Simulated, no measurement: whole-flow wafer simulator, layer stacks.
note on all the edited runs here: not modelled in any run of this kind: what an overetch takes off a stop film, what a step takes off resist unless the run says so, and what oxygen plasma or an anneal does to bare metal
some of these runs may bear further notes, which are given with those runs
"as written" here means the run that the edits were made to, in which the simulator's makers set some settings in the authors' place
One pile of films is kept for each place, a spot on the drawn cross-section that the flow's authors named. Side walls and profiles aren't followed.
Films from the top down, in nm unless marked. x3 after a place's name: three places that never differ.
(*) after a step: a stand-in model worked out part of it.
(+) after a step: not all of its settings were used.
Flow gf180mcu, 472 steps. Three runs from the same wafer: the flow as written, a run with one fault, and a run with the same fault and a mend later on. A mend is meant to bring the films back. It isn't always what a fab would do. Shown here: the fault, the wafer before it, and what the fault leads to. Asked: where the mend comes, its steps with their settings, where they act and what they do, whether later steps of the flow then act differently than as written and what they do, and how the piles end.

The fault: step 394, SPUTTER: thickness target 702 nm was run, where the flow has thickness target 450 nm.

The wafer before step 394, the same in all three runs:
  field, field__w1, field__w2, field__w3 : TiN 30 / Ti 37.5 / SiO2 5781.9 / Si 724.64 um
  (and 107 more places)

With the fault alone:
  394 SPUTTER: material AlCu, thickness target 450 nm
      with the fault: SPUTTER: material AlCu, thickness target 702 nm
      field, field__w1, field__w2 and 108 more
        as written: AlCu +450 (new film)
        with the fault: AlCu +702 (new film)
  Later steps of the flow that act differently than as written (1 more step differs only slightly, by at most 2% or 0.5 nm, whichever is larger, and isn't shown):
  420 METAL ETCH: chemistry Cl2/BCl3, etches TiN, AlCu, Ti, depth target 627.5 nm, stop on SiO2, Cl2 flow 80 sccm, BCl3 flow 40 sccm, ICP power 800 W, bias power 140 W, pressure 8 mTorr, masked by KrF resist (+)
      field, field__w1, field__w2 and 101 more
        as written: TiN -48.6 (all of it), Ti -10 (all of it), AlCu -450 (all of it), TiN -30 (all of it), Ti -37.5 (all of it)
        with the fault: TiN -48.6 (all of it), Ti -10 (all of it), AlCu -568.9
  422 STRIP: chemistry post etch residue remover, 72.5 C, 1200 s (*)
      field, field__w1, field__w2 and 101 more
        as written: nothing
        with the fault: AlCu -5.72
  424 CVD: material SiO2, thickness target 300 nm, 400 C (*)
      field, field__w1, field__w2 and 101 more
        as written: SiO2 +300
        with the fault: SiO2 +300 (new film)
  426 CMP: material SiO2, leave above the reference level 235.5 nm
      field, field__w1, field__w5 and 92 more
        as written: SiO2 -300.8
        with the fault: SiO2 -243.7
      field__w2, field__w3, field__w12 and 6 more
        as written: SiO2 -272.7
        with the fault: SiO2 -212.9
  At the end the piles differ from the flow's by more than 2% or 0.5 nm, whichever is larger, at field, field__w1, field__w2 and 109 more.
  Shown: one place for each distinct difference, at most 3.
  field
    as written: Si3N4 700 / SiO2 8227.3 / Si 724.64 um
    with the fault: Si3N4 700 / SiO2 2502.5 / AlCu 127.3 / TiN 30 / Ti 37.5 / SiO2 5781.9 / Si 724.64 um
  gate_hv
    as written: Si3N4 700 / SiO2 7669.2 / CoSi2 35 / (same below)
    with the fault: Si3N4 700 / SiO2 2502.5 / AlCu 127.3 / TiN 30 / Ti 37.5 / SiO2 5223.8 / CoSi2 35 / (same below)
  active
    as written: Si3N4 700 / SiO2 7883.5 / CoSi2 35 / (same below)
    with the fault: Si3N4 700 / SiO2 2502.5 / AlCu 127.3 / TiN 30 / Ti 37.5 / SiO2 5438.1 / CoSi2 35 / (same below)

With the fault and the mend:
  The mend comes after step 394.
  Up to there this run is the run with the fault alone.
  394a METAL ETCH: chemistry Cl2/BCl3, etches TiN, AlCu, Ti, depth target 252 nm, Cl2 flow 80 sccm, BCl3 flow 40 sccm, ICP power 800 W, bias power 140 W, pressure 8 mTorr (the flow's step 260 once more, with other settings)
      field, field__w1, field__w2 and 108 more
        AlCu -252
  No later step of the flow acts differently than as written at any place that is followed.
  At the end the piles are the same as the flow's at every place that both follow.
